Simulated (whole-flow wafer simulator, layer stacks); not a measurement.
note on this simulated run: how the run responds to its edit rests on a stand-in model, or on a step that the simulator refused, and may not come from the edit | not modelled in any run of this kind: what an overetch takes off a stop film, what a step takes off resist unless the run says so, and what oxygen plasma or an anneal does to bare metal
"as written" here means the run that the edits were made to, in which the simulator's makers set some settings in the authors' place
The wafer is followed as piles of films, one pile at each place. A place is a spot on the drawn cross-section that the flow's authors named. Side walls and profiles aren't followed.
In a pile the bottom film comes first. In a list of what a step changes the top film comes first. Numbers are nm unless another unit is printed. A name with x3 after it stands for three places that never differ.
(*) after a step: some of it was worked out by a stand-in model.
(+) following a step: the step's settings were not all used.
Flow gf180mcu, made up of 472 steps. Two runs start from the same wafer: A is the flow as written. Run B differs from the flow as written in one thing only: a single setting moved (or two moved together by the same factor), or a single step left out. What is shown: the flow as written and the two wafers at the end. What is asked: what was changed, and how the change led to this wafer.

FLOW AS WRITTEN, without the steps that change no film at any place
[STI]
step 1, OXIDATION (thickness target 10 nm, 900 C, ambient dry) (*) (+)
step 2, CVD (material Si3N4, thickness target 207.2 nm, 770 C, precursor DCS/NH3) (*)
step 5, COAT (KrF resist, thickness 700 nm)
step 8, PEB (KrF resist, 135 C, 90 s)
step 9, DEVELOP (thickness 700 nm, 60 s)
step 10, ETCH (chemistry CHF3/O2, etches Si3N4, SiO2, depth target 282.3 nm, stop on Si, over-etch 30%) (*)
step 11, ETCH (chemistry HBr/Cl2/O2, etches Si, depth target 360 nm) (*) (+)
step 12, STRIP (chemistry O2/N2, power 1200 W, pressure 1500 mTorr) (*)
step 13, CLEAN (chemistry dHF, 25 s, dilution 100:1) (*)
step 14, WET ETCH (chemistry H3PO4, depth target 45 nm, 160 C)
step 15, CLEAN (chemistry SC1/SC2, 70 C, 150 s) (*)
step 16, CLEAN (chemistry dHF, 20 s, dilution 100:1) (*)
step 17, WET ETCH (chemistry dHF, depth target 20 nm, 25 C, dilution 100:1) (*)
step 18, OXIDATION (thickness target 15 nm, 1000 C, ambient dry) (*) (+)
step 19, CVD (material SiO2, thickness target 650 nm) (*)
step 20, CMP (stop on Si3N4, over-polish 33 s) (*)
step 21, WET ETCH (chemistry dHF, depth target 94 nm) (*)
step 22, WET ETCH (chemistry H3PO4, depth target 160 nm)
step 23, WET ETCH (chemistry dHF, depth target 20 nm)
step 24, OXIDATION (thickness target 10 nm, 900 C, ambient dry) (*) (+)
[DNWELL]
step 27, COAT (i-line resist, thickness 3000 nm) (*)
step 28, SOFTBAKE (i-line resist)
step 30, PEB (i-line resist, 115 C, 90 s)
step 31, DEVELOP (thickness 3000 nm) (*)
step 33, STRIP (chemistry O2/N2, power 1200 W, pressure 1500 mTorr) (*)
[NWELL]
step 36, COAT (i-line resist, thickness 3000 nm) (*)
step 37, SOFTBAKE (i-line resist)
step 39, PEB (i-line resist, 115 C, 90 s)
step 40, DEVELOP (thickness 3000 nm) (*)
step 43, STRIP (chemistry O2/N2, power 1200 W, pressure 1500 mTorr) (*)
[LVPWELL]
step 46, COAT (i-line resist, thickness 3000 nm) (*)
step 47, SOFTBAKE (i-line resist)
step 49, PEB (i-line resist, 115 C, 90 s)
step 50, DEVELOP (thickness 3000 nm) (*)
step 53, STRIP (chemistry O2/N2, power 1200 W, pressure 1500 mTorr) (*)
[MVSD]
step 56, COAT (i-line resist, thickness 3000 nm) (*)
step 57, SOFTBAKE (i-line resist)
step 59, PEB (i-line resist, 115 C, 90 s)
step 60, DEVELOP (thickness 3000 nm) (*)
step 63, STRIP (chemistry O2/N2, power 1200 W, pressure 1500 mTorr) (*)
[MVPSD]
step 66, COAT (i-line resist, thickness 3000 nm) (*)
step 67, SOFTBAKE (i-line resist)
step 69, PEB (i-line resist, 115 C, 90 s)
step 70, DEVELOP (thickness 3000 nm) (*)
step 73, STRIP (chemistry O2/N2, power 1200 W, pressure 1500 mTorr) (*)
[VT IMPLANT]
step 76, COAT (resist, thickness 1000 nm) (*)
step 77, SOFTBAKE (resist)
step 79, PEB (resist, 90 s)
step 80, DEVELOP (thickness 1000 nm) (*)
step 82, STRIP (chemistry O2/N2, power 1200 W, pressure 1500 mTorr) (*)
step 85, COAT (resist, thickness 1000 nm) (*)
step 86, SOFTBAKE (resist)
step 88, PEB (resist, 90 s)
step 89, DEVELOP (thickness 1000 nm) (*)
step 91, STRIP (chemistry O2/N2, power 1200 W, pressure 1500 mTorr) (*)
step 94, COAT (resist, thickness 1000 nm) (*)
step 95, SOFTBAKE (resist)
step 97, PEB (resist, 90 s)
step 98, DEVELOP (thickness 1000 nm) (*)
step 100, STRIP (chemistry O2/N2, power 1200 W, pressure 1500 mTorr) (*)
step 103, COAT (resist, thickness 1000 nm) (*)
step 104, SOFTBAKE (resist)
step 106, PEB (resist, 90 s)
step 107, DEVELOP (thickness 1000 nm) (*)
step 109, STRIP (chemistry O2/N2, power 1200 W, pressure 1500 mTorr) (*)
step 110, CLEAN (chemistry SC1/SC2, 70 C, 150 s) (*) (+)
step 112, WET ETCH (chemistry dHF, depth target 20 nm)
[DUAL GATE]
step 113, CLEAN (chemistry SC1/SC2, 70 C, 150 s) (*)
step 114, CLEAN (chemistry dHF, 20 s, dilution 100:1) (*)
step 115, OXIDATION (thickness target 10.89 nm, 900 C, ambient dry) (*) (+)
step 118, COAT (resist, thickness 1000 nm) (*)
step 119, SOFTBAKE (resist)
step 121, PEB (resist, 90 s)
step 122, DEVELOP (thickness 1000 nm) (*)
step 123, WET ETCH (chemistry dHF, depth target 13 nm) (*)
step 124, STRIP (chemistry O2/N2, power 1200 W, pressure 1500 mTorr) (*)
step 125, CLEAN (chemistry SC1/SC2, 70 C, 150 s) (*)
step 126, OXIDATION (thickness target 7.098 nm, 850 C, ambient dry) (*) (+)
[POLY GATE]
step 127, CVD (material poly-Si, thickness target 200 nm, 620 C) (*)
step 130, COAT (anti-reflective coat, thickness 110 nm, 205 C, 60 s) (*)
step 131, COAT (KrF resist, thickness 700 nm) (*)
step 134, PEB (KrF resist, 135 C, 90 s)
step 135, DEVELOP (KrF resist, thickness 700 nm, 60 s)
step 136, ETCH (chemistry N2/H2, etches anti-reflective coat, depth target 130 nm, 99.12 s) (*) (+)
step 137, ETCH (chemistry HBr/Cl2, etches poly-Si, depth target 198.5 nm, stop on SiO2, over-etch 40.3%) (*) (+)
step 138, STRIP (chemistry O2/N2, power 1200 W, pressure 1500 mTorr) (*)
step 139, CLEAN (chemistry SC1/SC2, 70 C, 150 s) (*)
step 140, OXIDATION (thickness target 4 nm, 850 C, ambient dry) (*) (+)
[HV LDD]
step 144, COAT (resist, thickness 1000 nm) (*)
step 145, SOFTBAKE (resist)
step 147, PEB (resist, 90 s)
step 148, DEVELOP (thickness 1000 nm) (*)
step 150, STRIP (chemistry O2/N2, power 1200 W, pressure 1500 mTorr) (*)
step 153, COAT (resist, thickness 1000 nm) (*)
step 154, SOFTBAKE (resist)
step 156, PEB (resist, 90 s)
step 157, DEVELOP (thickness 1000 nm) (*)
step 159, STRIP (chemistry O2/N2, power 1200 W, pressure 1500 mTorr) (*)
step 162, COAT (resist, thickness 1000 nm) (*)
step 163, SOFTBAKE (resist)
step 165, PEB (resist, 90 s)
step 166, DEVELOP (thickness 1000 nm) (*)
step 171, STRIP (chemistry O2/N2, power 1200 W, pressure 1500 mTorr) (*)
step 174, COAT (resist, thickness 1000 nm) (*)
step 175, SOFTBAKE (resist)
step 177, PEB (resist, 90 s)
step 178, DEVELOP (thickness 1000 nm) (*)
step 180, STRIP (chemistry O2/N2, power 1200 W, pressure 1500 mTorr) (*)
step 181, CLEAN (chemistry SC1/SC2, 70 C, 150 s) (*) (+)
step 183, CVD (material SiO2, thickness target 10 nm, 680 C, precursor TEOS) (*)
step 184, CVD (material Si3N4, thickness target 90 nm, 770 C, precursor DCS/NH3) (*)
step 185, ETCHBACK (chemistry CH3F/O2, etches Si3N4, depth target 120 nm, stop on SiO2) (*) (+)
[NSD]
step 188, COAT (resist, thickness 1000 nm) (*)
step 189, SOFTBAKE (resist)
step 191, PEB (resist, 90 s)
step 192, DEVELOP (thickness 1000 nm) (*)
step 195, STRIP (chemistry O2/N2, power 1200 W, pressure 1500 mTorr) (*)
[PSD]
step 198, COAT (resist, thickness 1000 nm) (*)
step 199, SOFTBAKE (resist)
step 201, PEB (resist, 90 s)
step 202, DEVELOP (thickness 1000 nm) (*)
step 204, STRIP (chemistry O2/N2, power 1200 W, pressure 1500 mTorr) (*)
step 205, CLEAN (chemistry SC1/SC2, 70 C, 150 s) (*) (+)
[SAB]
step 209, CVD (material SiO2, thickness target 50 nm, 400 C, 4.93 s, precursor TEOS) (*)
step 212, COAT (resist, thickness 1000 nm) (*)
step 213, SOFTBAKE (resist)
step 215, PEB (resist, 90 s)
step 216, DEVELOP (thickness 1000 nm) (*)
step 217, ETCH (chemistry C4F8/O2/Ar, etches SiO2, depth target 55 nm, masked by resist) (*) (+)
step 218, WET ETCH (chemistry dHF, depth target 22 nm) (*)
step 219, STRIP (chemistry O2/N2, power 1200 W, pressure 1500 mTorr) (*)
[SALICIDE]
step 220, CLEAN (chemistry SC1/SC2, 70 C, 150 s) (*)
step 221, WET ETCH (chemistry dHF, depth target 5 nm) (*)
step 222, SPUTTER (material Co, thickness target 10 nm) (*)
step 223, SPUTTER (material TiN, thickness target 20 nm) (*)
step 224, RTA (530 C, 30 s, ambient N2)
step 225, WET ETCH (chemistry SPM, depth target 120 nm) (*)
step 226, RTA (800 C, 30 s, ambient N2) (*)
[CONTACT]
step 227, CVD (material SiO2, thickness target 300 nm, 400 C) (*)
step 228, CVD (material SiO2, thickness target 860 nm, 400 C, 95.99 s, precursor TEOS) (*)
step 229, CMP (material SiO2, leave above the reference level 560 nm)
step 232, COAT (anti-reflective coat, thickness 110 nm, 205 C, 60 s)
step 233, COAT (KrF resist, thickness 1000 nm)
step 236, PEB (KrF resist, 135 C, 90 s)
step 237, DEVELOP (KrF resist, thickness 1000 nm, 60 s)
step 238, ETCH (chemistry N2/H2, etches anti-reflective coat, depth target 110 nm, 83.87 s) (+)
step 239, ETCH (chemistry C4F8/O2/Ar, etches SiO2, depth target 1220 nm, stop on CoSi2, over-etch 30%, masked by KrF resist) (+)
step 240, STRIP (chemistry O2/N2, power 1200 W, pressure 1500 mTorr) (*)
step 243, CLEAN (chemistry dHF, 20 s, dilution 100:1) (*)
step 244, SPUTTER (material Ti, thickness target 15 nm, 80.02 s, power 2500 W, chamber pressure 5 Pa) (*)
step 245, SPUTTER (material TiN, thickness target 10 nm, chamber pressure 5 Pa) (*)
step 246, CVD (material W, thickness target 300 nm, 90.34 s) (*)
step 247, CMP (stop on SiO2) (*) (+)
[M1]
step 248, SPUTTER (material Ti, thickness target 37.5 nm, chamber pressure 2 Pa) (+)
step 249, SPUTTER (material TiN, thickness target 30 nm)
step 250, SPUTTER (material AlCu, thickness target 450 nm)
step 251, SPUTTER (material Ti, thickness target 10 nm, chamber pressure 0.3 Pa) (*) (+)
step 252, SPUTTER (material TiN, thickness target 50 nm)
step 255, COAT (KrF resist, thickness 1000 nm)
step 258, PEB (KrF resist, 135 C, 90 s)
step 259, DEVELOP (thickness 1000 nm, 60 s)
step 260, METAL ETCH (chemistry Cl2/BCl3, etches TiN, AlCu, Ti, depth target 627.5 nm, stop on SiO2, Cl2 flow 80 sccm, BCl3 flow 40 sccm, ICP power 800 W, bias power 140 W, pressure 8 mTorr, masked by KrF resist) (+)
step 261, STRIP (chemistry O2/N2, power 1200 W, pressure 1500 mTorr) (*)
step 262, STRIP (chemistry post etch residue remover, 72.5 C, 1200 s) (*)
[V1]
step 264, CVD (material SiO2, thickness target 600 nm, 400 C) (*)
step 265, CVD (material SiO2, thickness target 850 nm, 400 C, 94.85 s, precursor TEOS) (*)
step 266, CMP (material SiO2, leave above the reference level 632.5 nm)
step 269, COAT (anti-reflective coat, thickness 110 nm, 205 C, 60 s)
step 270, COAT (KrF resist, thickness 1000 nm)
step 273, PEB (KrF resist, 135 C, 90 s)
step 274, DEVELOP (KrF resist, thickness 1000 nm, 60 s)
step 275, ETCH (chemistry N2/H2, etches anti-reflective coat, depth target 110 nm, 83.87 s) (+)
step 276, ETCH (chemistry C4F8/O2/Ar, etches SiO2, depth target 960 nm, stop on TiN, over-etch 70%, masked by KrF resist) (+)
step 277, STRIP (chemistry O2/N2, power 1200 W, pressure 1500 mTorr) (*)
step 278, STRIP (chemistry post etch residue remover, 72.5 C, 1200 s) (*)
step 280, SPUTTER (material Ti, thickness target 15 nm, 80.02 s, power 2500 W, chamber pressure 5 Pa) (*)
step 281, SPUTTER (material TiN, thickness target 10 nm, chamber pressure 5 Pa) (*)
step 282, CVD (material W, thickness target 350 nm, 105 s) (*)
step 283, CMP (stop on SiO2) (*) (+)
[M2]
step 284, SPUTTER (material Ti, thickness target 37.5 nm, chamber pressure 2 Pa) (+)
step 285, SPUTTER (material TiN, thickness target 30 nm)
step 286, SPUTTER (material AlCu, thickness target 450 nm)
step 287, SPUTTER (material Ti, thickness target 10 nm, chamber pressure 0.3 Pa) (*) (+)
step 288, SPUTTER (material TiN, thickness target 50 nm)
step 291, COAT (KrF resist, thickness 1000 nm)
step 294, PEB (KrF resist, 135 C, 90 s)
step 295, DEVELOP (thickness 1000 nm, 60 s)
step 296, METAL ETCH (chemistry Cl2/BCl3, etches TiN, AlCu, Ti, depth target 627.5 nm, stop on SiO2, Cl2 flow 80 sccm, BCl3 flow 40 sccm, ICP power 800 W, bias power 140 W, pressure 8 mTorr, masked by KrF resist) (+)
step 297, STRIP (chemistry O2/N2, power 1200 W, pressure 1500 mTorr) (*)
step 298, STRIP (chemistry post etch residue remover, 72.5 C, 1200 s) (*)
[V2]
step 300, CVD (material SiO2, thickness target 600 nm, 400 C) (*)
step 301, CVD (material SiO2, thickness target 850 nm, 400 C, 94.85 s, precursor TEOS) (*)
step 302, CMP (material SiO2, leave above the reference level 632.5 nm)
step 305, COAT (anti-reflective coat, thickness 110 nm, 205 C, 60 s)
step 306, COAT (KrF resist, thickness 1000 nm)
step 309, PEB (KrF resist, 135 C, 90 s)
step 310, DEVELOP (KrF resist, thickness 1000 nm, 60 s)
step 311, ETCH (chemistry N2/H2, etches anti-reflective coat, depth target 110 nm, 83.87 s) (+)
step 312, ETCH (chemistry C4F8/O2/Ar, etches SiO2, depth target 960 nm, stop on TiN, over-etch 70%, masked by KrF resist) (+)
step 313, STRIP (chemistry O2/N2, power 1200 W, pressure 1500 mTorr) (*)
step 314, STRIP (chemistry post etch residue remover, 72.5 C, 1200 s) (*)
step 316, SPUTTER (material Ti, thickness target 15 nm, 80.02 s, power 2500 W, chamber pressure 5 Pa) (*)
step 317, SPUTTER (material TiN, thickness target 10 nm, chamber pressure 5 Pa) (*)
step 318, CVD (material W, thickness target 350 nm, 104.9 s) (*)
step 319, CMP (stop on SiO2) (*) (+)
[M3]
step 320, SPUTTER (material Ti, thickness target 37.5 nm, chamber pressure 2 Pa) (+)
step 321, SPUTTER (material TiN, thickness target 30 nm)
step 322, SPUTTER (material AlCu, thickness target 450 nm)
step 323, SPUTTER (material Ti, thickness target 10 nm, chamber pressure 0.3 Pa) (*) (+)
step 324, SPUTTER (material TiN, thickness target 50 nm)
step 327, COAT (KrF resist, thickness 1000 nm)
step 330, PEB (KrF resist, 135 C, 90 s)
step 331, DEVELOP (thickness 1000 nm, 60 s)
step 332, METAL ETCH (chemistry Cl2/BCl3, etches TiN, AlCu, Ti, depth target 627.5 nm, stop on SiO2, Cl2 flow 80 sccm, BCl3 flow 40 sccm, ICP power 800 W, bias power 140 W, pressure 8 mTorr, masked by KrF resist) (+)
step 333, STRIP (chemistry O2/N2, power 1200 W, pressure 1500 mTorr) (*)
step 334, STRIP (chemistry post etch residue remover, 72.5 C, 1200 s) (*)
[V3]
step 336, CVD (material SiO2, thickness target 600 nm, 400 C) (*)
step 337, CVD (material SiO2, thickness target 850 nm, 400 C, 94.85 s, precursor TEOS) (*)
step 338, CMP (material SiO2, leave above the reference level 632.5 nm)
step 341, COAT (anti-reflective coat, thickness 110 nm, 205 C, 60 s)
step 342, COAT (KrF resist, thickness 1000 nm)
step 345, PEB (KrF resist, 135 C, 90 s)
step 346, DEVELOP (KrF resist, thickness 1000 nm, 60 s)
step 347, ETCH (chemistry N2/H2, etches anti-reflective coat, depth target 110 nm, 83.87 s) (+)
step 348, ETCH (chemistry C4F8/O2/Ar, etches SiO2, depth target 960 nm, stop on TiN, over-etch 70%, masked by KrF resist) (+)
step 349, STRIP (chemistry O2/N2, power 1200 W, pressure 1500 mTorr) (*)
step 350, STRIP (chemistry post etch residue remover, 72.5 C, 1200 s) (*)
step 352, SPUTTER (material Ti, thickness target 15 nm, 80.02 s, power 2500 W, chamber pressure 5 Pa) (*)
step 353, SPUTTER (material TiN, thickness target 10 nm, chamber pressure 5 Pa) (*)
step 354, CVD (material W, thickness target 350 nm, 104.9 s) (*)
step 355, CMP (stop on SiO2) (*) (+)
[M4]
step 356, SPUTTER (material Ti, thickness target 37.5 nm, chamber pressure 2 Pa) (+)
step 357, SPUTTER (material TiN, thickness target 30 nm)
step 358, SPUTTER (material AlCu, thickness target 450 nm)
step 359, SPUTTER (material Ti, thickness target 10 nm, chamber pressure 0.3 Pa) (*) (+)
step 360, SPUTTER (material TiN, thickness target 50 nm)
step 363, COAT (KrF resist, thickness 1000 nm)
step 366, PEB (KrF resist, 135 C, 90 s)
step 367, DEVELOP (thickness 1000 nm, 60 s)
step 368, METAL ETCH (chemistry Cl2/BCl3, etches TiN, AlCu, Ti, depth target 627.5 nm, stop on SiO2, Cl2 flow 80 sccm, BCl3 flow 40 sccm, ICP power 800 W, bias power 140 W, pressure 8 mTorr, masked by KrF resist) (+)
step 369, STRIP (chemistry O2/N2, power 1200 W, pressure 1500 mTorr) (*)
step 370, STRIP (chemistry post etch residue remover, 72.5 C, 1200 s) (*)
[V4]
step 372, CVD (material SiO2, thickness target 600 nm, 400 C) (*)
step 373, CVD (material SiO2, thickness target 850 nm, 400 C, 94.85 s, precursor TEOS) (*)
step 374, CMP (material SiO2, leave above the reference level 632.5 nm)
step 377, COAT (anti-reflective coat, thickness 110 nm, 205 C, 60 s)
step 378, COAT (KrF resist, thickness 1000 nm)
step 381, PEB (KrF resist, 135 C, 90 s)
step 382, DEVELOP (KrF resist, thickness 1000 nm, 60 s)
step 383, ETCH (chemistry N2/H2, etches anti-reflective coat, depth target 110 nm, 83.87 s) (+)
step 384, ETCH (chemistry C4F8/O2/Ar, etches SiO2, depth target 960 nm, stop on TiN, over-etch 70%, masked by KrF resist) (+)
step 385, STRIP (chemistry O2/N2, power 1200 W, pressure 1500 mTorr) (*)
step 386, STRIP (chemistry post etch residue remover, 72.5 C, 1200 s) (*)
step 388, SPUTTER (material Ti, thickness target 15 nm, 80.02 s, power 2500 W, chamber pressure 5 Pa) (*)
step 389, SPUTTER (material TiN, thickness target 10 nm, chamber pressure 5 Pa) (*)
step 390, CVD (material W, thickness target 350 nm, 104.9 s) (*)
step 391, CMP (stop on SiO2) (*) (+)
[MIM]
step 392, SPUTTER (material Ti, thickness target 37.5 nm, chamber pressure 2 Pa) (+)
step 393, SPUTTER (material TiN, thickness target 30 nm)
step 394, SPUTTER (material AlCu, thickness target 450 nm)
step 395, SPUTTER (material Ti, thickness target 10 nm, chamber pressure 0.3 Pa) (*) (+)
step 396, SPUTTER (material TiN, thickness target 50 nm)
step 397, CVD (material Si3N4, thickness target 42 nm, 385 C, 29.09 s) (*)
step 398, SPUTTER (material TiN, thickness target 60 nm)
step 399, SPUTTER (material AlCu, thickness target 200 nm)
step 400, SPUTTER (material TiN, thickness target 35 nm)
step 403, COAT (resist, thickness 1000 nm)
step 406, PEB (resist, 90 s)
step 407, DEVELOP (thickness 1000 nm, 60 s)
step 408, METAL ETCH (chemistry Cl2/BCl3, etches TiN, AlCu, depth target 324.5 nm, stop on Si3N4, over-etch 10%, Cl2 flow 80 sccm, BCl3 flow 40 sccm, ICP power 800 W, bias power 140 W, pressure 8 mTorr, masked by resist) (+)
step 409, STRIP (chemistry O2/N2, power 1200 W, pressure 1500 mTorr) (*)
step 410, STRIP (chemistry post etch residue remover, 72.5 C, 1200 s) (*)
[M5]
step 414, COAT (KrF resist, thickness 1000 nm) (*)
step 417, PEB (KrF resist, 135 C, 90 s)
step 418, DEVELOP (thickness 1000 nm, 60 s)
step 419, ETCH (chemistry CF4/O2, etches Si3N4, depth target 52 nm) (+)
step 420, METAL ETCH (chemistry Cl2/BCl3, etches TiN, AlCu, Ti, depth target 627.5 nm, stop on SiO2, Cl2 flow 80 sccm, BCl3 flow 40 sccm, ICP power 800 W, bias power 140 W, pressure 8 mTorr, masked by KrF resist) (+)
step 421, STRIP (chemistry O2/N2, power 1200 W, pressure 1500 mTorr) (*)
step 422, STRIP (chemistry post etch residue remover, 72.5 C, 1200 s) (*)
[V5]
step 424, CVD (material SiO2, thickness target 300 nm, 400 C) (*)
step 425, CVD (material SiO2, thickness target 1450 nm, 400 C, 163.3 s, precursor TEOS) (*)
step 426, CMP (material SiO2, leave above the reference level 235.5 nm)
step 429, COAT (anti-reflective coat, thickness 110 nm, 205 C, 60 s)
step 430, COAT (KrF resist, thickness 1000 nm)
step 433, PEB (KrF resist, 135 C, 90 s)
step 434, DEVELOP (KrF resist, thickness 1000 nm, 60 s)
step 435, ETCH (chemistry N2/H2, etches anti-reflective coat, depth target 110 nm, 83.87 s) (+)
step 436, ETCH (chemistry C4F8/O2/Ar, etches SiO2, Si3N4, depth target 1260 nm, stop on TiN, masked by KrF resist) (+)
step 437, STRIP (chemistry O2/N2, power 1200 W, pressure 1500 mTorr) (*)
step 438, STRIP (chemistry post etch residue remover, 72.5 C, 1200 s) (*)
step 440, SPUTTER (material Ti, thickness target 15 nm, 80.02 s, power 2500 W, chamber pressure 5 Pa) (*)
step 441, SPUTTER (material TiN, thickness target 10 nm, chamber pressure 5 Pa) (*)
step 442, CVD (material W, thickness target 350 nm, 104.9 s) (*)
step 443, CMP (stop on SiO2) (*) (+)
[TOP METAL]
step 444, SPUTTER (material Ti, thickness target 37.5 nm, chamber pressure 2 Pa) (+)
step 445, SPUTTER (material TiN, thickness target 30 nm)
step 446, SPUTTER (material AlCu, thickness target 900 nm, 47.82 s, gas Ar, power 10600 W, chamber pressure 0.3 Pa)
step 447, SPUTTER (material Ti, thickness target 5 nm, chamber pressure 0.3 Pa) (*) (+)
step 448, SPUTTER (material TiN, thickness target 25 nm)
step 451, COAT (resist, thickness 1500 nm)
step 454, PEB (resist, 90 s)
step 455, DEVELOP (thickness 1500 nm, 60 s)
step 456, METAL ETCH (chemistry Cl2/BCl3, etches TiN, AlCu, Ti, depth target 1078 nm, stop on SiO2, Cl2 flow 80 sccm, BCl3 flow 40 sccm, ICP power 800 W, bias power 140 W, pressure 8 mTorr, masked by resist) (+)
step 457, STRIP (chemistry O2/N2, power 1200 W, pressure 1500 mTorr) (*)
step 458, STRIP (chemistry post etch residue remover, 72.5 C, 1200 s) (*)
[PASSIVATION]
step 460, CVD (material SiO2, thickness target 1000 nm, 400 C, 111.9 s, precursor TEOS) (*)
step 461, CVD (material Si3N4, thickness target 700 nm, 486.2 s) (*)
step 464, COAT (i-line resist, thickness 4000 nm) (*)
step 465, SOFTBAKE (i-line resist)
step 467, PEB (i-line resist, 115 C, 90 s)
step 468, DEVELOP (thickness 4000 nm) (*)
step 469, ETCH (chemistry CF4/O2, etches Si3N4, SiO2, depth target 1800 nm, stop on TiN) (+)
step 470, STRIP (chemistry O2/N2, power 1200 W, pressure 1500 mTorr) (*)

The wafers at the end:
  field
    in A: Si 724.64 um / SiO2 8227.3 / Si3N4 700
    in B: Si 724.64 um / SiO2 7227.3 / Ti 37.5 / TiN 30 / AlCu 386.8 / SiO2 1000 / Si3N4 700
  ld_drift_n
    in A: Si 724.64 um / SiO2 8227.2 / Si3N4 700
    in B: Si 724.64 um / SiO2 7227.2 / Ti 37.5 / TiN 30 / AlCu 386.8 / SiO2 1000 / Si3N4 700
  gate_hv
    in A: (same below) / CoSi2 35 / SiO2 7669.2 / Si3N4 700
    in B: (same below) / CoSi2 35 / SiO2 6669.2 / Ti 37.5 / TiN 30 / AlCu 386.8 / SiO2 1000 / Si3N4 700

Cause: step 446, SPUTTER: thickness target 1440 nm was run, while the flow as written has thickness target 900 nm.

The path from the change to this, step by step:
  step 446, SPUTTER (material AlCu, thickness target 900 nm, 47.82 s, gas Ar, power 10600 W, chamber pressure 0.3 Pa)
      field, field__w1, field__w2 and 109 more: A AlCu gains 900 (new film) | B AlCu gains 1440 (new film)
  step 456, METAL ETCH (chemistry Cl2/BCl3, etches TiN, AlCu, Ti, depth target 1078 nm, stop on SiO2, Cl2 flow 80 sccm, BCl3 flow 40 sccm, ICP power 800 W, bias power 140 W, pressure 8 mTorr, masked by resist) (+)
      field, field__w1, field__w2 and 103 more: A TiN loses 25 (all of it), Ti loses 5 (all of it), AlCu loses 900 (all of it), TiN loses 30 (all of it), Ti loses 37.5 (all of it) | B TiN loses 25 (all of it), Ti loses 5 (all of it), AlCu loses 1047.5
  step 458, STRIP (chemistry post etch residue remover, 72.5 C, 1200 s) (*)
      field, field__w1, field__w2 and 103 more: A nothing | B AlCu loses 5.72
  step 460, CVD (material SiO2, thickness target 1000 nm, 400 C, 111.9 s, precursor TEOS) (*)
      field, field__w1, field__w2 and 103 more: A SiO2 gains 1000 | B SiO2 gains 1000 (new film)
  step 464, COAT (i-line resist, thickness 4000 nm) (*)
      field__w8: A i-line resist gains 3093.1 (new film) | B i-line resist gains 3018.1 (new film)
      contact: A i-line resist gains 3153.6 (new film) | B i-line resist gains 3059.2 (new film)
      (also at 4 further places)
  step 465, SOFTBAKE (i-line resist)
      field__w5, field__w9: A i-line resist gains 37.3 | B i-line resist gains 34.2
      field__w11, field__w13: A i-line resist gains 37.9 | B i-line resist gains 35.5
      (also at 56 further places)
  step 467, PEB (i-line resist, 115 C, 90 s)
      field__w8, m1__w1: A i-line resist loses 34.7 | B i-line resist loses 33.3
      contact, m1: A i-line resist loses 35.1 | B i-line resist loses 33.6
      (also at 2 further places)
  step 468, DEVELOP (thickness 4000 nm) (*)
      pad: A i-line resist loses 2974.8 (all of it) | B i-line resist loses 2889.9 (all of it)
  step 470, STRIP (chemistry O2/N2, power 1200 W, pressure 1500 mTorr) (*)
      field__w8, m1__w1: A i-line resist loses 1787.7 (all of it) | B i-line resist loses 1705.3 (all of it)
      contact: A i-line resist loses 1811.2 (all of it) | B i-line resist loses 1722 (all of it)
      (also at 2 further places)
If metal films that touch count as one body, field has 1 body; the flow as written gives 0 bodies.
If metal films that touch count as one body, ld_drift_n has 1 body; the flow as written gives 0 bodies.
If metal films that touch count as one body, gate_hv has 2 bodies (between them, from the top down: SiO2 6669.2); the flow as written gives 1 body.
